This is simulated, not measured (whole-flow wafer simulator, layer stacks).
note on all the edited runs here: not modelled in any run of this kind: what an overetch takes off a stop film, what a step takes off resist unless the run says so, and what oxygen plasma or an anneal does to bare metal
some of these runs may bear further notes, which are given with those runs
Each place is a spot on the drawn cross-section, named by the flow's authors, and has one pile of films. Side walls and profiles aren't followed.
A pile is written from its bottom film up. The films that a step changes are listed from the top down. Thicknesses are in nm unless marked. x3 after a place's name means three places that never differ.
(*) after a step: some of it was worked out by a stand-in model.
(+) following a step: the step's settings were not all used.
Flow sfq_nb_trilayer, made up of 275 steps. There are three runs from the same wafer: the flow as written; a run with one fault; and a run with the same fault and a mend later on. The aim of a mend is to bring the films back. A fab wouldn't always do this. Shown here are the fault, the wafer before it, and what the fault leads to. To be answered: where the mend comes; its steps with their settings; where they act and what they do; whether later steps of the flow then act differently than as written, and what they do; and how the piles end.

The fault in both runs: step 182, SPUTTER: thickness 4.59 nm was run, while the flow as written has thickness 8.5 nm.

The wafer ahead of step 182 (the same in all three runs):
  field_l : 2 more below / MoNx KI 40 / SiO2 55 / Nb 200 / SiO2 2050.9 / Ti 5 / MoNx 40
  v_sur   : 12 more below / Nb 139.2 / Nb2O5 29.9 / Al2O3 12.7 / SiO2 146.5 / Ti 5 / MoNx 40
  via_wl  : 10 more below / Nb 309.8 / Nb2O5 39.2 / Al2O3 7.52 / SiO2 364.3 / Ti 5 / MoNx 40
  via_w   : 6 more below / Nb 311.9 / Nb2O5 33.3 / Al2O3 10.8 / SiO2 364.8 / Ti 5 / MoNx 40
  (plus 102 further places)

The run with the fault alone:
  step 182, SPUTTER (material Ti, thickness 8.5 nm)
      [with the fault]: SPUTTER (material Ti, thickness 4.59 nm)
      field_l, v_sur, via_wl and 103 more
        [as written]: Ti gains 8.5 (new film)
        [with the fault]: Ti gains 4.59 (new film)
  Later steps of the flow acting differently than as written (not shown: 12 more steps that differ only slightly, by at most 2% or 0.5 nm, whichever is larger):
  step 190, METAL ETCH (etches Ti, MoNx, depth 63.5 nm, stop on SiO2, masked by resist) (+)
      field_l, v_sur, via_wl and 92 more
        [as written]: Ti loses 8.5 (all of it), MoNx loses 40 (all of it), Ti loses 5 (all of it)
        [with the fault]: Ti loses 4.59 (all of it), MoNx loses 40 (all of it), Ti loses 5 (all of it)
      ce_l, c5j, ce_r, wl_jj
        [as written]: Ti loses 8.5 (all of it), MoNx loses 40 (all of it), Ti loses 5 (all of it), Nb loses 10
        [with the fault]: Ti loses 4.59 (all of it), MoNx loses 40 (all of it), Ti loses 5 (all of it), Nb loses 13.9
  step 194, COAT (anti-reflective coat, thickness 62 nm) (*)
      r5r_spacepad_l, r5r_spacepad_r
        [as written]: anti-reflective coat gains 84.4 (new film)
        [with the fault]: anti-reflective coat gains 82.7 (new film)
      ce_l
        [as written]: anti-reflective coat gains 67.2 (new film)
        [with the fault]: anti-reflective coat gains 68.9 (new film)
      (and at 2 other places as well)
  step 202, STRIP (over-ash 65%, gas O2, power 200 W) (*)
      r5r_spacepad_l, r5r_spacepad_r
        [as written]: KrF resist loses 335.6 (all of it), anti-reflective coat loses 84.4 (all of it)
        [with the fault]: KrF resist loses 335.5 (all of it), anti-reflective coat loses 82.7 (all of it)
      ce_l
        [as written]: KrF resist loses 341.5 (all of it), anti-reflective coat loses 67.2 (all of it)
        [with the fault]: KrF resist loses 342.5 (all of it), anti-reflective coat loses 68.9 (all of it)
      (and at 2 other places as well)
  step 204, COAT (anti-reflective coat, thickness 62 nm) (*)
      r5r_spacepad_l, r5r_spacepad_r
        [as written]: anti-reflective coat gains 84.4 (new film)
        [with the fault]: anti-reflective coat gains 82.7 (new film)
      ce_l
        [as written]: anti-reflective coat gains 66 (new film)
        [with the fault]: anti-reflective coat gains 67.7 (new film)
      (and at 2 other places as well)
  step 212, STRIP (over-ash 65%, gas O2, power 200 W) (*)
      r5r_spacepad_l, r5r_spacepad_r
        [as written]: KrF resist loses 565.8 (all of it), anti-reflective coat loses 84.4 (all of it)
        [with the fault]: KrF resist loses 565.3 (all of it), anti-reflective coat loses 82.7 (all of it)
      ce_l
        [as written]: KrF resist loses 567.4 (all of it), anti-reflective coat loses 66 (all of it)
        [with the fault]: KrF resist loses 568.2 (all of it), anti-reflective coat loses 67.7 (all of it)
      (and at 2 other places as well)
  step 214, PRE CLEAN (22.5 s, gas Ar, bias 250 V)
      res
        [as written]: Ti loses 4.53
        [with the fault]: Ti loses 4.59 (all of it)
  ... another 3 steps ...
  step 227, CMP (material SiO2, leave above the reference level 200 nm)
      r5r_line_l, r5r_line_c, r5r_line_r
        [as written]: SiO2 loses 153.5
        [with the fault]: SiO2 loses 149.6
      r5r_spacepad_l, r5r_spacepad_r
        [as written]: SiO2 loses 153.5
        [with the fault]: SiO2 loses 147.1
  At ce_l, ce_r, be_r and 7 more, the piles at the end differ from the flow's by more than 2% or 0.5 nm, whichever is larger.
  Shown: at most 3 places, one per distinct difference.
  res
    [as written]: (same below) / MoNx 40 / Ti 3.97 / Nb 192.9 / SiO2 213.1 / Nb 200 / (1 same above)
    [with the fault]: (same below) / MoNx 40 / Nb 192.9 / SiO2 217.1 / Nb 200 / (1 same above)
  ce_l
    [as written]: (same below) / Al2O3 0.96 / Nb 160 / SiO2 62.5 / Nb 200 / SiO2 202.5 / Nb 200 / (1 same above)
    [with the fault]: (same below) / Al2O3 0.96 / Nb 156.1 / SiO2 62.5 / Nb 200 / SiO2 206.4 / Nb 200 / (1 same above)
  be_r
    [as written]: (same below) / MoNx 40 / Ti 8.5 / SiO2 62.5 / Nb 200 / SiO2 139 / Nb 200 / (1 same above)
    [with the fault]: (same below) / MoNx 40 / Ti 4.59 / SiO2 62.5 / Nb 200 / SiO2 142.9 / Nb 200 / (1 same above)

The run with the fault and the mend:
  The mend follows step 188.
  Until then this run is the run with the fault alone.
  step 188a, STRIP (over-ash 65%, gas O2, power 200 W) (*)
      field_l, v_sur, via_wl and 96 more
        anti-reflective coat loses 62 (all of it)
      be_r, r_sur, res, r_end, r5r_line_l, r5r_line_c, r5r_line_r
        KrF resist loses 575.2 (all of it), anti-reflective coat loses 62 (all of it)
  step 188b, SPUTTER (material Ti, thickness 3.91 nm) (a further turn of the flow's step 182, with different settings)
      field_l, v_sur, via_wl and 103 more
        Ti gains 3.91
  step 188c, COAT (anti-reflective coat, thickness 62 nm) (a further turn of the flow's step 183)
      field_l, v_sur, via_wl and 103 more
        anti-reflective coat gains 62 (new film)
  step 188d, COAT (KrF resist, thickness 600 nm) (a further turn of the flow's step 184)
      field_l, v_sur, via_wl and 103 more
        KrF resist gains 600 (new film)
  step 188e, SOFTBAKE (KrF resist) (a further turn of the flow's step 185)
      alters no film at any place that is followed
  step 188f, EXPOSE (photomask R5, dose 12.12 mJ/cm2, NA 0.6, wavelength 248 nm) (*) (a further turn of the flow's step 186)
      alters no film at any place that is followed
  step 188g, PEB (KrF resist, 90 s) (a further turn of the flow's step 187)
      field_l, v_sur, via_wl and 103 more
        KrF resist loses 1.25
  step 188h, DEVELOP (KrF resist, thickness 600 nm, 60 s) (a further turn of the flow's step 188)
      field_l, v_sur, via_wl and 96 more
        KrF resist loses 598.7 (all of it)
      be_r, r_sur, res, r_end, r5r_line_l, r5r_line_c, r5r_line_r
        KrF resist loses 23.5
  Later steps of the flow that are run all act as written at every place that is followed.
  At every place that both follow, the piles at the end match the flow's.
